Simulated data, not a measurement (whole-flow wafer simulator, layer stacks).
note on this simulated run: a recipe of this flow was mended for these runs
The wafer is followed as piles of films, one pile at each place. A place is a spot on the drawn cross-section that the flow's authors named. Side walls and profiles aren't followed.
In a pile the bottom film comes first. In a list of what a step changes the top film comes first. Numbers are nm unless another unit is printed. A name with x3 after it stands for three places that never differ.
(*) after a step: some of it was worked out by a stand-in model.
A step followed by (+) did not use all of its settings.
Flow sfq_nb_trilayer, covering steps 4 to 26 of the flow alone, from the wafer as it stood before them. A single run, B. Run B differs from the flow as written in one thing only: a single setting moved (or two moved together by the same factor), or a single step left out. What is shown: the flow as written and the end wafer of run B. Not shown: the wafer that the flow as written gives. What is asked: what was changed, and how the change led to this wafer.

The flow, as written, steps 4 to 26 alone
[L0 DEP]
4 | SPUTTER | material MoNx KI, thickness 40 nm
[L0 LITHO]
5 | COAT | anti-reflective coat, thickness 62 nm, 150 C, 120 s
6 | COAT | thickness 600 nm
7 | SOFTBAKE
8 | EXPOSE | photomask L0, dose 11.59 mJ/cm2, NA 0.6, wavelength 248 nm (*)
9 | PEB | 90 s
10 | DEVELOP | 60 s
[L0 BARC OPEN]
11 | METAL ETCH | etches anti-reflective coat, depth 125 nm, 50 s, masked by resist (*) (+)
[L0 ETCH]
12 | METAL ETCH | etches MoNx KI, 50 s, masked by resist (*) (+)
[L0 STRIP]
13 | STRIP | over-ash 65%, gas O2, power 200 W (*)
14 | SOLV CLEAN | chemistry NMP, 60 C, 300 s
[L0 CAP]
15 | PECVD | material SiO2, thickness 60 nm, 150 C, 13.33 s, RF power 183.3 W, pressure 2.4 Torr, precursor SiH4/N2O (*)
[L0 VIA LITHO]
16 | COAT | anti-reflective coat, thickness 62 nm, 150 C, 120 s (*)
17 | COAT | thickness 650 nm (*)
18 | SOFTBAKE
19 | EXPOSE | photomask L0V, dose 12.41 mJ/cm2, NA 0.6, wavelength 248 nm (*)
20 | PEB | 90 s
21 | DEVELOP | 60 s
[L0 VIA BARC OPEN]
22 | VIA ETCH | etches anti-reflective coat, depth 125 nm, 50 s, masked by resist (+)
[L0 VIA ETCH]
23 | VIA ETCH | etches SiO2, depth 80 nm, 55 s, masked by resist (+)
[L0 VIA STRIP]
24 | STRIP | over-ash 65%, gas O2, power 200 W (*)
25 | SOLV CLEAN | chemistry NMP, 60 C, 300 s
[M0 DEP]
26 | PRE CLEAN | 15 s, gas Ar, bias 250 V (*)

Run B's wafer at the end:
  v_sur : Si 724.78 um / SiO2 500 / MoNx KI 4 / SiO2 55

What caused this: step 12, METAL ETCH: 36 s was run, though the flow has 50 s.

How this came from the change, step by step:
  12 | METAL ETCH | etches MoNx KI, 50 s, masked by resist (*) (+)
      v_sur, via_wl, via_w and 97 more: MoNx KI loses 36 (as written it would have been: MoNx KI loses 40 (all of it), SiO2 loses 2)
      field_l, l0_sur, l0v, l0r_line_l, l0r_line_c, l0r_line_r: KrF-resist-other-grade loses 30 (as written it would have been: KrF-resist-other-grade loses 41.7)
  13 | STRIP | over-ash 65%, gas O2, power 200 W (*)
      field_l, l0_sur, l0v, l0r_line_l, l0r_line_c, l0r_line_r: KrF-resist-other-grade loses 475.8 (all of it), anti-reflective coat loses 62 (all of it) (as written it would have been: KrF-resist-other-grade loses 464.1 (all of it), anti-reflective coat loses 62 (all of it))
  15 | PECVD | material SiO2, thickness 60 nm, 150 C, 13.33 s, RF power 183.3 W, pressure 2.4 Torr, precursor SiH4/N2O (*)
      v_sur, via_wl, via_w and 97 more: SiO2 gains 60 (new film) (as written it would have been: SiO2 gains 60)
  16 | COAT | anti-reflective coat, thickness 62 nm, 150 C, 120 s (*)
      field_l: anti-reflective coat gains 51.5 (new film) (as written it would have been: anti-reflective coat gains 50 (new film))
      v_sur: anti-reflective coat gains 75.9 (new film) (as written it would have been: anti-reflective coat gains 78.1 (new film))
      (also at 3 further places)
  24 | STRIP | over-ash 65%, gas O2, power 200 W (*)
      field_l: KrF-resist-other-grade loses 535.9 (all of it), anti-reflective coat loses 51.5 (all of it) (as written it would have been: KrF-resist-other-grade loses 534.7 (all of it), anti-reflective coat loses 50 (all of it))
      v_sur: KrF-resist-other-grade loses 544 (all of it), anti-reflective coat loses 75.9 (all of it) (as written it would have been: KrF-resist-other-grade loses 544.6 (all of it), anti-reflective coat loses 78.1 (all of it))
      (also at 3 further places)
If metal films that touch count as one body, v_sur has 1 body; the flow as written gives 0 bodies.
